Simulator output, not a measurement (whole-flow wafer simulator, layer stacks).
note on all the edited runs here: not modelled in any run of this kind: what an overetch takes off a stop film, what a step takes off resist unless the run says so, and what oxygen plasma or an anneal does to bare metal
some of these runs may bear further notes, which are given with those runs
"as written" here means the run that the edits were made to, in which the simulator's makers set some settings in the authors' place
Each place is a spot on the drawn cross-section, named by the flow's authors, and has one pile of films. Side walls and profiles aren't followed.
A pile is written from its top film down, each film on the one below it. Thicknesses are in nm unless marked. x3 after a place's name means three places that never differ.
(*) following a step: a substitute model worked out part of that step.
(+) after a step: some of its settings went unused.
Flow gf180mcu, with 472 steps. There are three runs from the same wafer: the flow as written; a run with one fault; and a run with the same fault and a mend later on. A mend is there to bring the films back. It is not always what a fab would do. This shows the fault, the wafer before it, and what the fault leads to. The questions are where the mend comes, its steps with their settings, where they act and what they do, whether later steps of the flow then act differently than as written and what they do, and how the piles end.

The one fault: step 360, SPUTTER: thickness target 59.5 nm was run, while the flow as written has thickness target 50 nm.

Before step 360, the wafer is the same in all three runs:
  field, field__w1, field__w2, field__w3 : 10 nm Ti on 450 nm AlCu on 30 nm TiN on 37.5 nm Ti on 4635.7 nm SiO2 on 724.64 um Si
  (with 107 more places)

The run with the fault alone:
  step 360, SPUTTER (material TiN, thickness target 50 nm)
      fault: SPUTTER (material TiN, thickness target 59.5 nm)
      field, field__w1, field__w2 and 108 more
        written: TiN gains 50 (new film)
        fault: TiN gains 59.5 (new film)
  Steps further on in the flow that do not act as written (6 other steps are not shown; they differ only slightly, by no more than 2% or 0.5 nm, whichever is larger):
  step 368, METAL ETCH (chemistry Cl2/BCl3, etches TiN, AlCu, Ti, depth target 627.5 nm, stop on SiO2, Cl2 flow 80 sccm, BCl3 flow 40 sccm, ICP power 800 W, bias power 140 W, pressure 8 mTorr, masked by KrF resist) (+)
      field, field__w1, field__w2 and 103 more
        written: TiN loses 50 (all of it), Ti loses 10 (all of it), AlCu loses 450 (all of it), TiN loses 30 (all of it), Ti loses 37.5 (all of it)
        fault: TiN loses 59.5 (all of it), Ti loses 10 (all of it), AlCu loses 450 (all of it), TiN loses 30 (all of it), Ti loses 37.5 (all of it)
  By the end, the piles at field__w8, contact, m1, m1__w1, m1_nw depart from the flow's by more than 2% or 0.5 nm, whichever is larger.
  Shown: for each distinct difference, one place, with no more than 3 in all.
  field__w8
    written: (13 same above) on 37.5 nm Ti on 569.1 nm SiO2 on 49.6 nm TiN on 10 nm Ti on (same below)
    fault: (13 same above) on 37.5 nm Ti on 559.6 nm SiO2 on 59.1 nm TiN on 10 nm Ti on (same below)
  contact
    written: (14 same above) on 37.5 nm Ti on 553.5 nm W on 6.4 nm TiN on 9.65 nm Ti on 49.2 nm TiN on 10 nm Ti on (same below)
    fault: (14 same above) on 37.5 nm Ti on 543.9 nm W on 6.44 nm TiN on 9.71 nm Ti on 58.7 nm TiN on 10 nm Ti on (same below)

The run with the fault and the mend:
  The mend stands after step 367.
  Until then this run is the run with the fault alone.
  step 367a, STRIP (chemistry O2/N2, power 2160 W, pressure 1700 mTorr) (*)
      field__w8, contact, m1, m1__w1, m1_nw
        KrF resist loses 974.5 (all of it)
  step 367b, METAL ETCH (chemistry Cl2/BCl3, etches TiN, AlCu, Ti, depth target 9.5 nm, Cl2 flow 80 sccm, BCl3 flow 40 sccm, ICP power 800 W, bias power 140 W, pressure 8 mTorr) (a further turn of the flow's step 260, with different settings)
      field, field__w1, field__w2 and 108 more
        TiN loses 9.5
  step 367c, HMDS (120 C, 60 s) (a further turn of the flow's step 362)
      does not change any film at any place that is followed
  step 367d, COAT (KrF resist, thickness 1000 nm) (a further turn of the flow's step 363)
      field, field__w1, field__w2 and 108 more
        KrF resist gains 1000 (new film)
  step 367e, SOFTBAKE (KrF resist) (a further turn of the flow's step 364)
      does not change any film at any place that is followed
  step 367f, EXPOSE (photomask Metal4) (a further turn of the flow's step 365)
      does not change any film at any place that is followed
  step 367g, PEB (KrF resist, 135 C, 90 s) (a further turn of the flow's step 366)
      field, field__w1, field__w2 and 108 more
        KrF resist loses 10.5
  step 367h, DEVELOP (thickness 1000 nm, 60 s) (a further turn of the flow's step 367)
      field, field__w1, field__w2 and 103 more
        KrF resist loses 989.5 (all of it)
      field__w8, contact, m1, m1__w1, m1_nw
        KrF resist loses 14.9
  Every later step of the flow that is run acts as written at every place that is followed.
  By the end, the piles equal the flow's at every place that both follow.
